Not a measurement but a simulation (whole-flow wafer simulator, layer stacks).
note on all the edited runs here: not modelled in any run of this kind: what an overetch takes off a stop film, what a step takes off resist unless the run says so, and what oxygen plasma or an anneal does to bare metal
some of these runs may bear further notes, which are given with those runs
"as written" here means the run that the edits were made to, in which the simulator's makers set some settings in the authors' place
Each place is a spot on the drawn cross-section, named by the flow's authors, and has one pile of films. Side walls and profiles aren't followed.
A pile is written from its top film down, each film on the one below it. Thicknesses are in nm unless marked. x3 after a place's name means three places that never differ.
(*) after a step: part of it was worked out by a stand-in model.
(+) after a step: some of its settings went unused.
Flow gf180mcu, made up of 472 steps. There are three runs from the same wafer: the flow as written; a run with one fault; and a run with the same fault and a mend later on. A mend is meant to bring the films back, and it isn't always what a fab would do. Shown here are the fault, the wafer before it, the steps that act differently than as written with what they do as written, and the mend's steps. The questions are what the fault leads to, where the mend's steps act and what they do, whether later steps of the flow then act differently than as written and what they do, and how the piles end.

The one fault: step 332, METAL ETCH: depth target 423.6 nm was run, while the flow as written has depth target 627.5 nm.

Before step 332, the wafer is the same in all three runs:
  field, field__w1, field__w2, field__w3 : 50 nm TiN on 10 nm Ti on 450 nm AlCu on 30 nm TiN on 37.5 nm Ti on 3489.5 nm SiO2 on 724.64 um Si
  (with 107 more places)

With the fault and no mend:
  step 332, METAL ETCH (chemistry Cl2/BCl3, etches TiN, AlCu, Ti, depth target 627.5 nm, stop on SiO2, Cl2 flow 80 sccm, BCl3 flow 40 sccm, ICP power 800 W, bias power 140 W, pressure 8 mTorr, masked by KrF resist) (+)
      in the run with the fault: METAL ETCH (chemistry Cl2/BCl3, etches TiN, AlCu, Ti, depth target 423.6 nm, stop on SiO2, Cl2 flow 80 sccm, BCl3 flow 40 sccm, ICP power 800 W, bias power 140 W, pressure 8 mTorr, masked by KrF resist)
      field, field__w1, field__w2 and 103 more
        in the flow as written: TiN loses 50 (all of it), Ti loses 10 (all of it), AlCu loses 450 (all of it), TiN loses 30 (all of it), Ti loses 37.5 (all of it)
        in the run with the fault: TiN loses 50 (all of it), Ti loses 10 (all of it), AlCu loses 363.6
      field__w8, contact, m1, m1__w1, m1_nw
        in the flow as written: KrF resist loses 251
        in the run with the fault: KrF resist loses 169.4
  Steps later in the flow that act otherwise than as written:
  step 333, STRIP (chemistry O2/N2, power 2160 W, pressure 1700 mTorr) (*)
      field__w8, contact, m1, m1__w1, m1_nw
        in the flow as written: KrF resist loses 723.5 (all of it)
        in the run with the fault: KrF resist loses 805.1 (all of it)
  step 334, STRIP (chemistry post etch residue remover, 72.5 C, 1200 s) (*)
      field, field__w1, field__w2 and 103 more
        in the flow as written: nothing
        in the run with the fault: AlCu loses 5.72
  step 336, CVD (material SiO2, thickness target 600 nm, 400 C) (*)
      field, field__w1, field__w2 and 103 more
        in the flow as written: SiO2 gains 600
        in the run with the fault: SiO2 gains 600 (new film)
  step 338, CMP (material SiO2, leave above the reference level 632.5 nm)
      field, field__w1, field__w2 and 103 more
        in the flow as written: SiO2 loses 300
        in the run with the fault: SiO2 loses 448.2
  By the end, the piles at field, field__w1, field__w2 and 104 more depart from the flow's by more than 2% or 0.5 nm, whichever is larger.
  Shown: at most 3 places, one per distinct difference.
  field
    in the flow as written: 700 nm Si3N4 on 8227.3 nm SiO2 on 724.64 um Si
    in the run with the fault: 700 nm Si3N4 on 4589.6 nm SiO2 on 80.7 nm AlCu on 30 nm TiN on 37.5 nm Ti on 3489.5 nm SiO2 on 724.64 um Si
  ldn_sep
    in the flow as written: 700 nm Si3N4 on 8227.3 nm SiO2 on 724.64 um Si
    in the run with the fault: 700 nm Si3N4 on 4589.6 nm SiO2 on 80.7 nm AlCu on 30 nm TiN on 37.5 nm Ti on 3489.4 nm SiO2 on 724.64 um Si
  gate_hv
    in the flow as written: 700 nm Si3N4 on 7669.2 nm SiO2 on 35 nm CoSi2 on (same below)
    in the run with the fault: 700 nm Si3N4 on 4589.6 nm SiO2 on 80.7 nm AlCu on 30 nm TiN on 37.5 nm Ti on 2931.3 nm SiO2 on 35 nm CoSi2 on (same below)

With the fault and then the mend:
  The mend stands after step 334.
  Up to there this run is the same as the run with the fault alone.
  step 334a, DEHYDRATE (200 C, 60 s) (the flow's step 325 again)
      leaves every film unchanged at each place that is followed
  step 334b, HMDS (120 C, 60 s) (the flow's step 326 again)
      leaves every film unchanged at each place that is followed
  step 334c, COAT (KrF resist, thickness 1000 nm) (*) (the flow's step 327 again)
      iso_ptap_pw, iso_ntap_nw, iso_nw_fld and 33 more
        KrF resist gains 1000 (new film)
      field__w1, field__w2, field__w3 and 17 more
        KrF resist gains 1002.8 (new film)
      field_sub__w2, field_sub__w4, ld_acc_p and 8 more
        KrF resist gains 1002.7 (new film)
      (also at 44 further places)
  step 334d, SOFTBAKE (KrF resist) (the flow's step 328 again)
      leaves every film unchanged at each place that is followed
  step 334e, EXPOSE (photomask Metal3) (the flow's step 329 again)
      leaves every film unchanged at each place that is followed
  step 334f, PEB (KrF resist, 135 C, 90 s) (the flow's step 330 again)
      field__w1, field__w2, field__w3 and 56 more
        KrF resist loses 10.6
      iso_ptap_pw, iso_ntap_nw, iso_nw_fld and 33 more
        KrF resist loses 10.5
      gate_hv, sd_p, nw_sep_fld, polyc_n, polyc_n_rim
        KrF resist loses 10.7
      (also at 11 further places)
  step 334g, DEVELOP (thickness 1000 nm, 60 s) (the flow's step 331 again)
      iso_ptap_pw, iso_ntap_nw, iso_nw_fld and 33 more
        KrF resist loses 989.5 (all of it)
      field__w1, field__w2, field__w3 and 13 more
        KrF resist loses 992.3 (all of it)
      field_sub__w2, field_sub__w4, ld_drn_n and 7 more
        KrF resist loses 992.1 (all of it)
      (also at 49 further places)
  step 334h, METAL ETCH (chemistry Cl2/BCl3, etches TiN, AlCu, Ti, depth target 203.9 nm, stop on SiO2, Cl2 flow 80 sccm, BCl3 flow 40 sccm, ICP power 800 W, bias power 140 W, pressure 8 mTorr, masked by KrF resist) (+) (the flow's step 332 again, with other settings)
      field, field__w1, field__w2 and 103 more
        AlCu loses 80.7 (all of it), TiN loses 30 (all of it), Ti loses 37.5 (all of it)
      field__w8, contact, m1, m1__w1, m1_nw
        KrF resist loses 81.6
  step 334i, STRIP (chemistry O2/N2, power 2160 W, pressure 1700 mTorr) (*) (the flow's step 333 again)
      field__w8
        KrF resist loses 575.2 (all of it)
      contact
        KrF resist loses 573.2 (all of it)
      m1
        KrF resist loses 575.7 (all of it)
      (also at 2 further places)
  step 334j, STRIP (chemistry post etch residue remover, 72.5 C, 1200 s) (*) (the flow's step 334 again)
      field__w8, contact, m1, m1__w1, m1_nw
        TiN loses 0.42
  None of the later steps of the flow differs from how it acts as written, at any place that is followed, by more than 2% or 0.5 nm, whichever is larger.
  At the end the piles are close to the flow's at the places that both follow, differing by at most 2% or 0.5 nm, whichever is larger.
